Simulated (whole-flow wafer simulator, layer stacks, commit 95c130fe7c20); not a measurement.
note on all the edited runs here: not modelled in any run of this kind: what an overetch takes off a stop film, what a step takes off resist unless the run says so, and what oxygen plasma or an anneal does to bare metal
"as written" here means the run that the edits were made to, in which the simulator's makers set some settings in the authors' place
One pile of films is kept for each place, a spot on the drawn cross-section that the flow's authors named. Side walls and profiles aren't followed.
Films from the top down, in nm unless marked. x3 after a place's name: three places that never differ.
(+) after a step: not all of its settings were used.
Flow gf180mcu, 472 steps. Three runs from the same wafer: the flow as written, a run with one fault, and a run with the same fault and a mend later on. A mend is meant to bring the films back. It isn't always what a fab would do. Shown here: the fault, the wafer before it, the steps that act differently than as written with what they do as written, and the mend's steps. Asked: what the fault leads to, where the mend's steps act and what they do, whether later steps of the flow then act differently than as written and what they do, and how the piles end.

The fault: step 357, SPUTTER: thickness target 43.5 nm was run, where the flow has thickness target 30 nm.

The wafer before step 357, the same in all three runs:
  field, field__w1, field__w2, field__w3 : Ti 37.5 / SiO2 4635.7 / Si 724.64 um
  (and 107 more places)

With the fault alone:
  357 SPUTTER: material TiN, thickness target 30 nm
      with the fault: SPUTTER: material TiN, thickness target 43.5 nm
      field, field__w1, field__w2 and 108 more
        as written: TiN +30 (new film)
        with the fault: TiN +43.5 (new film)
  Later steps of the flow that act differently than as written:
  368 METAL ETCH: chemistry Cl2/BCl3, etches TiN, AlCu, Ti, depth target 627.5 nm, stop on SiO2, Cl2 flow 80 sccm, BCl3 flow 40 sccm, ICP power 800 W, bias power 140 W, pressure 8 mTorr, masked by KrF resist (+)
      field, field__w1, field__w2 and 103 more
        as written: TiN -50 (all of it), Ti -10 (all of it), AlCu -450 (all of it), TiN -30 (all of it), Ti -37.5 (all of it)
        with the fault: TiN -50 (all of it), Ti -10 (all of it), AlCu -450 (all of it), TiN -43.5 (all of it), Ti -37.5 (all of it)
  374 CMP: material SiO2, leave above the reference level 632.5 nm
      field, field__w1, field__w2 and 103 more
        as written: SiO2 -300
        with the fault: SiO2 -286.5
  At the end the piles differ from the flow's by more than 2% or 0.5 nm, whichever is larger, at field__w8, contact, m1, m1__w1, m1_nw.
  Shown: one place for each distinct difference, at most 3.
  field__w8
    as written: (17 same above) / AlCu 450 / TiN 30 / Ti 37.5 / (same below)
    with the fault: (17 same above) / AlCu 450 / TiN 43.5 / Ti 37.5 / (same below)
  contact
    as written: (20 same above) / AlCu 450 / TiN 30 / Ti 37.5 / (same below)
    with the fault: (20 same above) / AlCu 450 / TiN 43.5 / Ti 37.5 / (same below)

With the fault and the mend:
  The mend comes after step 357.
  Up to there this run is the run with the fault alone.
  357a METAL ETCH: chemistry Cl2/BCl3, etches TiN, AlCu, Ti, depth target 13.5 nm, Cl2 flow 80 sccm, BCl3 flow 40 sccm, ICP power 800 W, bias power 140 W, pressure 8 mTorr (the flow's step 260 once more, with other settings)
      field, field__w1, field__w2 and 108 more
        TiN -13.5
  No later step of the flow acts differently than as written at any place that is followed.
  At the end the piles are the same as the flow's at every place that both follow.
